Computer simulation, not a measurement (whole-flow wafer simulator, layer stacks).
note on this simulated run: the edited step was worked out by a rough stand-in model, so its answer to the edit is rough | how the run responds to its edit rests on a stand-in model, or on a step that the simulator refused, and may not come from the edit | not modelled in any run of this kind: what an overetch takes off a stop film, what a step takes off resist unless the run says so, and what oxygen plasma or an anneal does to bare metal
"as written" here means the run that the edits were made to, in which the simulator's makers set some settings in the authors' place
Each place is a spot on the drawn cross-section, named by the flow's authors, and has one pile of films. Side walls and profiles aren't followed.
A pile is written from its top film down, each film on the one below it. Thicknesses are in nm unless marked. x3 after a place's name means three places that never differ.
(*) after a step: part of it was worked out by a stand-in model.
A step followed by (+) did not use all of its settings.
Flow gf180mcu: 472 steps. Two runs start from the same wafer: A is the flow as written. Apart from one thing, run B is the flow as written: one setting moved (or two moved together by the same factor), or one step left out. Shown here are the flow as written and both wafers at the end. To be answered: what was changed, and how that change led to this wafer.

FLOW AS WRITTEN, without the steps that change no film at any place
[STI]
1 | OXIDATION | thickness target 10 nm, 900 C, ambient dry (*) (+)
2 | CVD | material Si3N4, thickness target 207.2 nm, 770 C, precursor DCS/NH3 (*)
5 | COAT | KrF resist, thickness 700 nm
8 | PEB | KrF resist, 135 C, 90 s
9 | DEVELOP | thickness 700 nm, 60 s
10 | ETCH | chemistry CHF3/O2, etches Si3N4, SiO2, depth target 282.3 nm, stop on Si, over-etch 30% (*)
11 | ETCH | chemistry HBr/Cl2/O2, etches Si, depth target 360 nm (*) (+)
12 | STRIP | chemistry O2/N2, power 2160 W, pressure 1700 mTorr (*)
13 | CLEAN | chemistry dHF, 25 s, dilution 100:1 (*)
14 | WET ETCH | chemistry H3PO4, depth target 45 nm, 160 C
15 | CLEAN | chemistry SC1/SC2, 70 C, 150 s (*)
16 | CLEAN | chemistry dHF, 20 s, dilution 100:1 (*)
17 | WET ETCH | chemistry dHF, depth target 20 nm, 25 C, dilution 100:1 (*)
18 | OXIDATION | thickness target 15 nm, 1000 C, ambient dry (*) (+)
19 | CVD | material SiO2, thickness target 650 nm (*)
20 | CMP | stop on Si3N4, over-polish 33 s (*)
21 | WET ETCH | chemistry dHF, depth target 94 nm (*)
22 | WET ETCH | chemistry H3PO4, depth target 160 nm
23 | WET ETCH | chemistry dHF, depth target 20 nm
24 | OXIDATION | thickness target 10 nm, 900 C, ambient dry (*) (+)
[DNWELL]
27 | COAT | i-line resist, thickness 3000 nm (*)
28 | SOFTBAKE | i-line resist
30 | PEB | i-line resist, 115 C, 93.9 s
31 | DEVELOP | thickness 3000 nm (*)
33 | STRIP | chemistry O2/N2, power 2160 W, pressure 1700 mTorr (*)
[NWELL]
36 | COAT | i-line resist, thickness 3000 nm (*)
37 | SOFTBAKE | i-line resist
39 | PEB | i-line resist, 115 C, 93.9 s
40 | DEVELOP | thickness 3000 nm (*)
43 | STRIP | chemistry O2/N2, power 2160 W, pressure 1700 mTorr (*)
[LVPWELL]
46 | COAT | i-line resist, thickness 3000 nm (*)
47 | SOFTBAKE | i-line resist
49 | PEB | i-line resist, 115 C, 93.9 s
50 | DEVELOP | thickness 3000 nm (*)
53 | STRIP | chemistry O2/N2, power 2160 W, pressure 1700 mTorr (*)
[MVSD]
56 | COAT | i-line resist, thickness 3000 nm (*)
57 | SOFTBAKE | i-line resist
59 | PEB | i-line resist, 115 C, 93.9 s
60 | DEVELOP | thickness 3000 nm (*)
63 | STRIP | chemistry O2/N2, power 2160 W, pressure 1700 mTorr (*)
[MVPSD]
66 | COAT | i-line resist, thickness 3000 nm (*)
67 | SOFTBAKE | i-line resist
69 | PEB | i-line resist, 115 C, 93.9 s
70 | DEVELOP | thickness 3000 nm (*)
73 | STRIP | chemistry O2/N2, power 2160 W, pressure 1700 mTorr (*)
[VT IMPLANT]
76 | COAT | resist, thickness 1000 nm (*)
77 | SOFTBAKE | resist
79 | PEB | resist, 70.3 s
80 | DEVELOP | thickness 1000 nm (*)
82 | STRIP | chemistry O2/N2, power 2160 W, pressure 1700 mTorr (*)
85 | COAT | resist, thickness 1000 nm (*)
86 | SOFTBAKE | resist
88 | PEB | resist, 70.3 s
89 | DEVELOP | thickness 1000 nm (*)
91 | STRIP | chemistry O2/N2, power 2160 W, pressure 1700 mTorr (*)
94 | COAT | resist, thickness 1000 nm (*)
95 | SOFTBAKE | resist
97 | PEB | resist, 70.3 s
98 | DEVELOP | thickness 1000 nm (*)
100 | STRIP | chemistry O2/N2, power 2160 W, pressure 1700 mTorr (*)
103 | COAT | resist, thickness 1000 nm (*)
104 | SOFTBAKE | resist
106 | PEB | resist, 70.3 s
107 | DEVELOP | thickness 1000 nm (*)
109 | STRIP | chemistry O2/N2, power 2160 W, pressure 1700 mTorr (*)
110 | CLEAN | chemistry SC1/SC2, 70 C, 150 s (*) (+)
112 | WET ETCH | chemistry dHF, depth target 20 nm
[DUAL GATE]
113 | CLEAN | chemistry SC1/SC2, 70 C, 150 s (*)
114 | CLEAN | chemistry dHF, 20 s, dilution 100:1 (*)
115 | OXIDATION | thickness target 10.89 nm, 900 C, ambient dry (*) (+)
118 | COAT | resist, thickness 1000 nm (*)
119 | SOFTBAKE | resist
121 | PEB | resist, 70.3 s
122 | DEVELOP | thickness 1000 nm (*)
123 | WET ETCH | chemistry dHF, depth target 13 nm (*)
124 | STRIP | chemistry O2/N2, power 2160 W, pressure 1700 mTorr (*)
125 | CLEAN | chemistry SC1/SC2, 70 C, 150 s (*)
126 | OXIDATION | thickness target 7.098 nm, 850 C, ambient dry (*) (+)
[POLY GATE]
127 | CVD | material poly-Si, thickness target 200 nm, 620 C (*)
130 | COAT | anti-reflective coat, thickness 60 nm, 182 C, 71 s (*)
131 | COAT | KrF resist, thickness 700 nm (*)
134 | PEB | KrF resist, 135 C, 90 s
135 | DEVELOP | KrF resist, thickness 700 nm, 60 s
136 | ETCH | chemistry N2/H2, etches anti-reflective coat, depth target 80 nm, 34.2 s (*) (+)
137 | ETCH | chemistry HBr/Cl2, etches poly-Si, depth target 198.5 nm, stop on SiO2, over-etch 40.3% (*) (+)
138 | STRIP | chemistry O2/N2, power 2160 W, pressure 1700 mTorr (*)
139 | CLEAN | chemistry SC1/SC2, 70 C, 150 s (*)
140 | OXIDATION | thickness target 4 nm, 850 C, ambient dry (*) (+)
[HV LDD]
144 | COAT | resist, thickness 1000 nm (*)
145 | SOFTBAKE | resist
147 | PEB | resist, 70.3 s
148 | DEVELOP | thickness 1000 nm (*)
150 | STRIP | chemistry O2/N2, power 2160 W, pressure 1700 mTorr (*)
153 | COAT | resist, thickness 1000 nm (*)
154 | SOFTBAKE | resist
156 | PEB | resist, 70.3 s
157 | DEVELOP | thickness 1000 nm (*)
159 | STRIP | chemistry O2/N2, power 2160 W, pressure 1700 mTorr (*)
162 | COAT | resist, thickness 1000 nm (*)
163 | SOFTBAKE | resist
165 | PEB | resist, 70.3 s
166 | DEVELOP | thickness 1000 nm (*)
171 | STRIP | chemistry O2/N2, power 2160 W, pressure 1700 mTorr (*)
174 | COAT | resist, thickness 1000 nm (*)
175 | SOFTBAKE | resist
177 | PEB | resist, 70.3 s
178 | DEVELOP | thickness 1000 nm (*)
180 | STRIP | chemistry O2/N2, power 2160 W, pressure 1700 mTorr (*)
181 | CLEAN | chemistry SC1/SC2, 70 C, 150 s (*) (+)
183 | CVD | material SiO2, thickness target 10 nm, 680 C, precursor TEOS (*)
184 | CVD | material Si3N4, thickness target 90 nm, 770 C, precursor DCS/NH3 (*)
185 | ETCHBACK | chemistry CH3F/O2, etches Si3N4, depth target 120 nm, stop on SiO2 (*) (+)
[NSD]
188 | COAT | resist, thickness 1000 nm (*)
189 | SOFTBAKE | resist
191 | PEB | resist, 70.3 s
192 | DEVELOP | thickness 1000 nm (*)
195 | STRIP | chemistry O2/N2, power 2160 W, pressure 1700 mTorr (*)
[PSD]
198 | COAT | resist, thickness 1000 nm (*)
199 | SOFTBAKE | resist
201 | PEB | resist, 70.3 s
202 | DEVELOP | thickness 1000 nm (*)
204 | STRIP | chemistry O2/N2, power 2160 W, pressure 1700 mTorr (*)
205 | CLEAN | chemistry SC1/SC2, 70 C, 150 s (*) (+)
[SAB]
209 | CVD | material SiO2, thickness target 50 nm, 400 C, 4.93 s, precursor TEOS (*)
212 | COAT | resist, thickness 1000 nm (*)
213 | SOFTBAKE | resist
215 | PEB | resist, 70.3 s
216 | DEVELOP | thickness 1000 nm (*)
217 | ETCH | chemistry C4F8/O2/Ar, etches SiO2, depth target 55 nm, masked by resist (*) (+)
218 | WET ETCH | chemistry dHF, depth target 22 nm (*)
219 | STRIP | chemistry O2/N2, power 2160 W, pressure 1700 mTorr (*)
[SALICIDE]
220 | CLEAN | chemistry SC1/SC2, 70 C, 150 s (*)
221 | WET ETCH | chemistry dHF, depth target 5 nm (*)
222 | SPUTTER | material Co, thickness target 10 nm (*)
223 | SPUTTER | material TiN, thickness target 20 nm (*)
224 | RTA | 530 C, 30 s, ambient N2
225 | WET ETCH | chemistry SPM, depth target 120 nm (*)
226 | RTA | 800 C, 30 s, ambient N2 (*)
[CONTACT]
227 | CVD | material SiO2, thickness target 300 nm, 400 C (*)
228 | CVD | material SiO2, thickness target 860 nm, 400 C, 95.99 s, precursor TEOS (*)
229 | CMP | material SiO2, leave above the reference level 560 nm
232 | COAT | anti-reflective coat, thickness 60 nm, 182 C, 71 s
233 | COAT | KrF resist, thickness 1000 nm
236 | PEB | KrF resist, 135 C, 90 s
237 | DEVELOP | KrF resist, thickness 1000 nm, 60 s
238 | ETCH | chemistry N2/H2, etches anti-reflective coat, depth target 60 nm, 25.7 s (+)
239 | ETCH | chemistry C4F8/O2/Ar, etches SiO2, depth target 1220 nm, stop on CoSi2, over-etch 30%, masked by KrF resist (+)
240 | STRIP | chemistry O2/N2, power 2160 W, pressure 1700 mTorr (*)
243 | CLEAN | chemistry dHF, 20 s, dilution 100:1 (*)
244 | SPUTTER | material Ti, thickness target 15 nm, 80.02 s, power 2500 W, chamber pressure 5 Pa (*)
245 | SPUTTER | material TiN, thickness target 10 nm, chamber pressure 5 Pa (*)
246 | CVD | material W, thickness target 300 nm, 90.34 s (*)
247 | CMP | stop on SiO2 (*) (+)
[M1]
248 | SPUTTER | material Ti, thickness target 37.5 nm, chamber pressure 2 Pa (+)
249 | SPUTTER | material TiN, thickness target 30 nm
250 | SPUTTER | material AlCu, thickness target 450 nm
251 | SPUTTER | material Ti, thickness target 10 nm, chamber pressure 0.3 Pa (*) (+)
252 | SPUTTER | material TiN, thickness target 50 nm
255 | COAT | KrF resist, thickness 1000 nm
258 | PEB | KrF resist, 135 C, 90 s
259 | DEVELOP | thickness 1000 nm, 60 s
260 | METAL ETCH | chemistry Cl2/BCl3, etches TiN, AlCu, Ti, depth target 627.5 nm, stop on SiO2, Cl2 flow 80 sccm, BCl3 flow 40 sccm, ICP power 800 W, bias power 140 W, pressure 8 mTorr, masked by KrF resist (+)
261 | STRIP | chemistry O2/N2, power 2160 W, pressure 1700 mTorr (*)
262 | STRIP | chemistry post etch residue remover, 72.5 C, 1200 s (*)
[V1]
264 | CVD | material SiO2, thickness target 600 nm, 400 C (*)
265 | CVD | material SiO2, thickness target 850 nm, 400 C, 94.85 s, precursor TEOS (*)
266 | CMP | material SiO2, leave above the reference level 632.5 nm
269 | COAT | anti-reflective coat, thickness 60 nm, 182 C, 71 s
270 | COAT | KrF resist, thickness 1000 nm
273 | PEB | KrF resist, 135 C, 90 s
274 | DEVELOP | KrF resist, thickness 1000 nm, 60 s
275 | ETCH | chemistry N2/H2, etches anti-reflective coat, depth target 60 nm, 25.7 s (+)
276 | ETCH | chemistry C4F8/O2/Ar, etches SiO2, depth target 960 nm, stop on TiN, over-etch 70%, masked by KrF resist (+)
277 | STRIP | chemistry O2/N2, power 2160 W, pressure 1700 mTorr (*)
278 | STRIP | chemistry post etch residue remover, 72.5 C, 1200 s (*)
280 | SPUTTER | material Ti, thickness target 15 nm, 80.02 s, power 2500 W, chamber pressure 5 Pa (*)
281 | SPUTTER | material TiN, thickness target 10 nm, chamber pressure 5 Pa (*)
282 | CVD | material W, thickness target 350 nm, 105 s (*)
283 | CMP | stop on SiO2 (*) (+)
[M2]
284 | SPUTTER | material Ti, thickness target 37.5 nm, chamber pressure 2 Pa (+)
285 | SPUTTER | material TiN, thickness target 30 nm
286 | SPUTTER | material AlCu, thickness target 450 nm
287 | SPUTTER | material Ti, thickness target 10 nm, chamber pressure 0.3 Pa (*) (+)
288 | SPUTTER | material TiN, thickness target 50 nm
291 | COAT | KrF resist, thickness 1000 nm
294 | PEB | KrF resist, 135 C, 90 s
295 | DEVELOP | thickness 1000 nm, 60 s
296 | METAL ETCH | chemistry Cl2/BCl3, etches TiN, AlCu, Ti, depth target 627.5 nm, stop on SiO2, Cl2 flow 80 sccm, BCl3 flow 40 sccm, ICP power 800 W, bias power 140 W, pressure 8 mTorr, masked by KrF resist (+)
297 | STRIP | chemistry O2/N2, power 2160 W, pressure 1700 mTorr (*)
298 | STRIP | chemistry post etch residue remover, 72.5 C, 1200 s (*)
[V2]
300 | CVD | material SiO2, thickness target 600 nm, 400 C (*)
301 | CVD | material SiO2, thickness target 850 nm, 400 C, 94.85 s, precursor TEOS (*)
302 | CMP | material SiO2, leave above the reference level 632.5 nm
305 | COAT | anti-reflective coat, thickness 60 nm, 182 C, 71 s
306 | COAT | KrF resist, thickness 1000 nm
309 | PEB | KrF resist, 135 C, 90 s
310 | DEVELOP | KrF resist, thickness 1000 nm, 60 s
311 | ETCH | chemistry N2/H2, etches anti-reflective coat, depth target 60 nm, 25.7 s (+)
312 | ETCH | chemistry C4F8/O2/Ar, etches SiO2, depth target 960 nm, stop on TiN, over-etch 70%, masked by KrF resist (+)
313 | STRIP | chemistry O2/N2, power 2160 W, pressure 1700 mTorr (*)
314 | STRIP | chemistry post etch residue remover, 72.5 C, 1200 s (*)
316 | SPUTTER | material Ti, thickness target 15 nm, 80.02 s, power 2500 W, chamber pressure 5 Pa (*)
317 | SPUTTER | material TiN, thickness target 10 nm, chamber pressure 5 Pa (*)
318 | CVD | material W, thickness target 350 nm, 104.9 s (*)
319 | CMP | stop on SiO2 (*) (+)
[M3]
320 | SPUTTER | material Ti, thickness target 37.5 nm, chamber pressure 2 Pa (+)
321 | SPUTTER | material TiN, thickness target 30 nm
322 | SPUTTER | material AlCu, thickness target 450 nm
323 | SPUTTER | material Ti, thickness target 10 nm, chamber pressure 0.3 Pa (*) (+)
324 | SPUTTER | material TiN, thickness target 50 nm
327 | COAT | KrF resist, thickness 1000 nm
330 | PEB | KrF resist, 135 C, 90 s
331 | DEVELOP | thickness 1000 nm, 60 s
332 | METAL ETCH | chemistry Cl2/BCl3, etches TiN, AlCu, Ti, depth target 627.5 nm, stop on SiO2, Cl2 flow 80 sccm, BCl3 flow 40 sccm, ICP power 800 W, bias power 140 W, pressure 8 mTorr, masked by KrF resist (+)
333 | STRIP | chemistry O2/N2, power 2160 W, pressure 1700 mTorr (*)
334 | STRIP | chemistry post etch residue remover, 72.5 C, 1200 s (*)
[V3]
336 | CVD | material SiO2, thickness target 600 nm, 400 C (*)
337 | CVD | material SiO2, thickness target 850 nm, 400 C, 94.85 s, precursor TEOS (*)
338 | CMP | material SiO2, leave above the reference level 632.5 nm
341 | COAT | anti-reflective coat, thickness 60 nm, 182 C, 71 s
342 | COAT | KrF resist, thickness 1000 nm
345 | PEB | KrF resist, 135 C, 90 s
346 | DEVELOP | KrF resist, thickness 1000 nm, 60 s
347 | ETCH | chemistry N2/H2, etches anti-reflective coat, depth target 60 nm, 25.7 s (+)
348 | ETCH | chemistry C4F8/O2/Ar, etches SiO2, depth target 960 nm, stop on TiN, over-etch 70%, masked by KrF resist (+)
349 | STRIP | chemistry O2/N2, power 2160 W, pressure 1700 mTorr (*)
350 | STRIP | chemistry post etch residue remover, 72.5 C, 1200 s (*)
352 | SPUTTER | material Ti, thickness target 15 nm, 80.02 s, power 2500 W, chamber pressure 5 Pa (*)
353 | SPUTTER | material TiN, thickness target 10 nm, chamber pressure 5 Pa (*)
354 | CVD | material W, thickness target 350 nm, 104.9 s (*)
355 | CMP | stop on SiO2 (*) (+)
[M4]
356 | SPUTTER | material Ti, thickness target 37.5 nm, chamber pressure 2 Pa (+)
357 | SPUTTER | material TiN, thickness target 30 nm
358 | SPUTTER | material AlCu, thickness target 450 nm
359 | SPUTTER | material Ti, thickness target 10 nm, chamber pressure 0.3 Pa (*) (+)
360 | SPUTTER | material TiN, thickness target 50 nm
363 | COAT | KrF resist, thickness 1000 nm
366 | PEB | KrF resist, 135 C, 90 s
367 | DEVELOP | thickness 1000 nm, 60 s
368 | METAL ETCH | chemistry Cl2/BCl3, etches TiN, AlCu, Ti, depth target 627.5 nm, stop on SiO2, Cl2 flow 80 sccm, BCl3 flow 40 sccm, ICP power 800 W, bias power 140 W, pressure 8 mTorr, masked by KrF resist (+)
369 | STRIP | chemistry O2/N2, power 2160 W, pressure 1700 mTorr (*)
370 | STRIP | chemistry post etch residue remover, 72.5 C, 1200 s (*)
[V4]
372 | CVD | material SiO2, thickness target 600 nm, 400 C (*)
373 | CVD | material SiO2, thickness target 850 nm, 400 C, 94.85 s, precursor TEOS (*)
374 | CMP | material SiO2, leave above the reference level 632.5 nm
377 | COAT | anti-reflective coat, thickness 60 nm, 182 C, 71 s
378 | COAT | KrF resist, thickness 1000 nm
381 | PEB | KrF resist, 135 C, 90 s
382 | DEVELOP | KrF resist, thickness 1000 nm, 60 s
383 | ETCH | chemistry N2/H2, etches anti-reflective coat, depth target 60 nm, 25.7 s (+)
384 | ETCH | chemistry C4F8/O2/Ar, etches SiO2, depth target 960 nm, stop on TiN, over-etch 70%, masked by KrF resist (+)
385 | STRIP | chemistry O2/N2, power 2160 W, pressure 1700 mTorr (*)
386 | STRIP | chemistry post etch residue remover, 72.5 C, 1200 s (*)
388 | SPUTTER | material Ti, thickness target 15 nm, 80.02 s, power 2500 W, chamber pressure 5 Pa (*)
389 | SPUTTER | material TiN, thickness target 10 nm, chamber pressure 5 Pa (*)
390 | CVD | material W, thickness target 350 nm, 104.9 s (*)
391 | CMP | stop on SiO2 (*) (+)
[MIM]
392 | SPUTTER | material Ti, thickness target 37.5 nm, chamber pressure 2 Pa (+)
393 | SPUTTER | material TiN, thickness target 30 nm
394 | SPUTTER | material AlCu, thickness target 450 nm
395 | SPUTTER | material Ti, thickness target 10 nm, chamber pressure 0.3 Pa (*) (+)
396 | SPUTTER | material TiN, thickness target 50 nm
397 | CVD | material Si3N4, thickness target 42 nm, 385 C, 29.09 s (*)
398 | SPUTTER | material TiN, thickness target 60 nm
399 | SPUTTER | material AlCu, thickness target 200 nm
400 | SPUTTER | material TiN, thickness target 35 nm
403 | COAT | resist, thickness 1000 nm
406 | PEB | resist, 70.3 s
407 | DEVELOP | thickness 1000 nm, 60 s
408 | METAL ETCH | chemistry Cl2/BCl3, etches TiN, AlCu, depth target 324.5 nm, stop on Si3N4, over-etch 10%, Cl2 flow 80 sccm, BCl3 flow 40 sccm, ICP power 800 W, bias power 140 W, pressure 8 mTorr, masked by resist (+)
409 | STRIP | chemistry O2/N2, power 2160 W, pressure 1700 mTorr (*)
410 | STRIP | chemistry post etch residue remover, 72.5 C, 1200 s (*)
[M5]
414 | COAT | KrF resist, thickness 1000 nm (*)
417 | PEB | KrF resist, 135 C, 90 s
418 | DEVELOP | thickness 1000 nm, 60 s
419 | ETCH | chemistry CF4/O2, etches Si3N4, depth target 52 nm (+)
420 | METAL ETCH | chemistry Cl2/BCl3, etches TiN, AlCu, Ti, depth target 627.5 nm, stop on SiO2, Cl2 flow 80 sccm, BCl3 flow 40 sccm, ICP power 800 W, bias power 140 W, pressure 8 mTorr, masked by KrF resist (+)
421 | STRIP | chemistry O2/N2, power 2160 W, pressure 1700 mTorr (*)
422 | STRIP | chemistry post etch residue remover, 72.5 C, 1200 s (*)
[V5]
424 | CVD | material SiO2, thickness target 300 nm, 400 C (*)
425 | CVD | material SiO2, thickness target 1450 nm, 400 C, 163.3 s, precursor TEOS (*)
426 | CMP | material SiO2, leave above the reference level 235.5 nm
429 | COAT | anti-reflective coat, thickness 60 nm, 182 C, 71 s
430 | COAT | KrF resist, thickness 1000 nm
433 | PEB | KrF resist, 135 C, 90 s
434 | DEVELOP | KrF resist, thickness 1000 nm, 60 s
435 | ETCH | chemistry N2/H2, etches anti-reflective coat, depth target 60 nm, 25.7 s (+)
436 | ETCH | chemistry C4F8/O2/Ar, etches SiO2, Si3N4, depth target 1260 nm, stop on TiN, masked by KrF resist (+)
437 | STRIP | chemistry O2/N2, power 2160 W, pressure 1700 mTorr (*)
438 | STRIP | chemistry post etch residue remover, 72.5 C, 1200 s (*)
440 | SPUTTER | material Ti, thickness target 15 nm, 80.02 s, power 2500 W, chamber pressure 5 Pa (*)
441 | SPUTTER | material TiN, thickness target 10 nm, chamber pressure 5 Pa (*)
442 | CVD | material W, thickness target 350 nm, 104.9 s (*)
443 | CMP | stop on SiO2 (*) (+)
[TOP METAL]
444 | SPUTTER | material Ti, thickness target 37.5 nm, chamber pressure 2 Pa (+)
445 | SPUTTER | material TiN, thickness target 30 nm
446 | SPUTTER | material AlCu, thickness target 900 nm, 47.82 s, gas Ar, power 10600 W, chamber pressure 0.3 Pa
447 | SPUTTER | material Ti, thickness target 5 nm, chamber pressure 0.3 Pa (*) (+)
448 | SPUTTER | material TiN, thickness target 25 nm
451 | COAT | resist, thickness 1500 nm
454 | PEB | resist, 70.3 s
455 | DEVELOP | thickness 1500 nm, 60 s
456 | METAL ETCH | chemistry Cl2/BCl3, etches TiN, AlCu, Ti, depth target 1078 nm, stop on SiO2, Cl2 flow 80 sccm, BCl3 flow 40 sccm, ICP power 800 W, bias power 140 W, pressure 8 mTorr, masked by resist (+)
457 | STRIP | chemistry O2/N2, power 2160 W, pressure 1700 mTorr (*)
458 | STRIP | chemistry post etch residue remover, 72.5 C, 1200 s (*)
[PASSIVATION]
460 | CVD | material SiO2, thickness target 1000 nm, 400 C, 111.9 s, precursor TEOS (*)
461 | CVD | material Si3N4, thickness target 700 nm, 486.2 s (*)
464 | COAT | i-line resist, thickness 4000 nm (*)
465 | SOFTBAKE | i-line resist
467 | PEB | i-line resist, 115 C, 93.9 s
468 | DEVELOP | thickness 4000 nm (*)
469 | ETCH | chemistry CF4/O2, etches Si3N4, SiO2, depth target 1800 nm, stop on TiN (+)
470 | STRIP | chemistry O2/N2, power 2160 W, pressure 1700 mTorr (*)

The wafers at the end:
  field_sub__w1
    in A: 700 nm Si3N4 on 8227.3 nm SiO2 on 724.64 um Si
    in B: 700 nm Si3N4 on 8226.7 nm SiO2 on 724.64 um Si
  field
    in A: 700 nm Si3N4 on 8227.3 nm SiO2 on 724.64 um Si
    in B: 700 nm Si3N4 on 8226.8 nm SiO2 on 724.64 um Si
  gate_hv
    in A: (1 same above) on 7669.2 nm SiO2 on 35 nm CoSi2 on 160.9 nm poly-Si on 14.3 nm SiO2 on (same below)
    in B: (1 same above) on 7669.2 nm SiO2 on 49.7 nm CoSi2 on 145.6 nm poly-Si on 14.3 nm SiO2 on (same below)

Cause: step 222, SPUTTER: thickness target 14.2 nm was run, while the flow as written has thickness target 10 nm.

The path from the change to this, step by step:
  222 | SPUTTER | material Co, thickness target 10 nm (*)
      field, field__w7, field__w8 and 72 more: A +10 Co (new film) | B +14.2 Co (new film)
      field__w6, field_sub, field_sub__w2: A +9.95 Co (new film) | B +14.1 Co (new film)
      (as well as at 33 more places)
  223 | SPUTTER | material TiN, thickness target 20 nm (*)
      field__w12: A +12 TiN (new film) | B +12.6 TiN (new film)
  224 | RTA | 530 C, 30 s, ambient N2
      gate, gate_hv, gate_p and 22 more: A under 1 film: +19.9 CoSi (new film), -10 Co (all of it), -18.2 poly-Si | B under 1 film: +28.2 CoSi (new film), -14.2 Co (all of it), -25.8 poly-Si
      active, p_well, sd_n and 11 more: A under 1 film: +19.9 CoSi (new film), -10 Co (all of it), -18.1 Si | B under 1 film: +28.2 CoSi (new film), -14.2 Co (all of it), -25.7 Si
      (as well as at 10 more places)
  225 | WET ETCH | chemistry SPM, depth target 120 nm (*)
      field, field__w7, field__w8 and 32 more: A -20 TiN (all of it), -10 Co (all of it) | B -20 TiN (all of it), -14.2 Co (all of it)
      field__w9, nw_enc_fld_lv__w3: A -19.1 TiN (all of it), -9.6 Co (all of it) | B -19.1 TiN (all of it), -13.6 Co (all of it)
      (as well as at 25 more places)
  226 | RTA | 800 C, 30 s, ambient N2 (*)
      gate, gate_hv, gate_p and 22 more: A +35 CoSi2 (new film), -19.9 CoSi (all of it), -18.2 poly-Si | B +49.7 CoSi2 (new film), -28.2 CoSi (all of it), -25.8 poly-Si
      active, p_well, sd_n and 11 more: A +35 CoSi2 (new film), -19.9 CoSi (all of it), -18.1 Si | B +49.7 CoSi2 (new film), -28.2 CoSi (all of it), -25.7 Si
      (as well as at 10 more places)
